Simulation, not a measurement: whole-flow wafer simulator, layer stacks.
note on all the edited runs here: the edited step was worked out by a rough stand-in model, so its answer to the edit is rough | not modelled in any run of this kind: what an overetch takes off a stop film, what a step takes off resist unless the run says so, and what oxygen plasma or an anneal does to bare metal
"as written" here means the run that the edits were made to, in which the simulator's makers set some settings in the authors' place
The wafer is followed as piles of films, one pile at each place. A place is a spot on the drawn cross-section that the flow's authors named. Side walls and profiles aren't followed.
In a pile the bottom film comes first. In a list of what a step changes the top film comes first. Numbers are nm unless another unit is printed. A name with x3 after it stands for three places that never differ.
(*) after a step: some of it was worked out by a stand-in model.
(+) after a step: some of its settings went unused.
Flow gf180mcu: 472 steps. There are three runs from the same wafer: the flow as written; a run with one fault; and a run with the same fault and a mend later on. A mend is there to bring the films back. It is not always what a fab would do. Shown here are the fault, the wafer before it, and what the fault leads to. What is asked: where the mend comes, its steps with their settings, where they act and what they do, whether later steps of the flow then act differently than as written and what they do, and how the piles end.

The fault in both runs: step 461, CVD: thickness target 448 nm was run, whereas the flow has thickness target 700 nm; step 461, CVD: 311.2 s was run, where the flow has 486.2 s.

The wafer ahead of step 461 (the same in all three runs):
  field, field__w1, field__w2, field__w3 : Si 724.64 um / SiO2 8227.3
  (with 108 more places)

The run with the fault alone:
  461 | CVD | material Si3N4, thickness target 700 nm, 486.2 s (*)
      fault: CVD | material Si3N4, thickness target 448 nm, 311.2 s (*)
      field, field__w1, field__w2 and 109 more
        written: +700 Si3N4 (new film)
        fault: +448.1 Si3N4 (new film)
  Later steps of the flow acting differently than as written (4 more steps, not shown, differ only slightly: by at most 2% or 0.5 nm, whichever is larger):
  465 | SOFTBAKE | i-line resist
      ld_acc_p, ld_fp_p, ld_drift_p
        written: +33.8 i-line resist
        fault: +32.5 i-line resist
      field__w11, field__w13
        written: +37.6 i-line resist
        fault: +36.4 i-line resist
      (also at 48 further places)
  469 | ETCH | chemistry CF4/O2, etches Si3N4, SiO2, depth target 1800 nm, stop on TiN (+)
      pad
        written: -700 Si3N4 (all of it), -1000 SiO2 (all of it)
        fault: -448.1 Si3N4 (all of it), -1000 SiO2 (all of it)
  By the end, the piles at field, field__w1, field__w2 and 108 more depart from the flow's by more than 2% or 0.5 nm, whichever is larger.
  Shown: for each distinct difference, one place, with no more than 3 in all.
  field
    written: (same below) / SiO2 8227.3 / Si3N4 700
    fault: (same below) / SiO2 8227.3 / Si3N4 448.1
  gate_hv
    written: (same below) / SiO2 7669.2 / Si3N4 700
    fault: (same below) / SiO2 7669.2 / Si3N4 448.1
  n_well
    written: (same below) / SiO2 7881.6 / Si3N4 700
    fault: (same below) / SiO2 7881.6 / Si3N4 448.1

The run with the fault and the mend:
  The mend stands after step 461.
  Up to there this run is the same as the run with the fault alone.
  461a | CVD | material Si3N4, thickness target 252 nm, 175 s (*) (the flow's step 461, run once more with other settings)
      field, field__w1, field__w2 and 109 more
        +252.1 Si3N4
  None of the later steps of the flow differs from how it acts as written, at any place that is followed, by more than 2% or 0.5 nm, whichever is larger.
  The piles end only slightly different from the flow's at the places that both follow, by no more than 2% or 0.5 nm, whichever is larger.
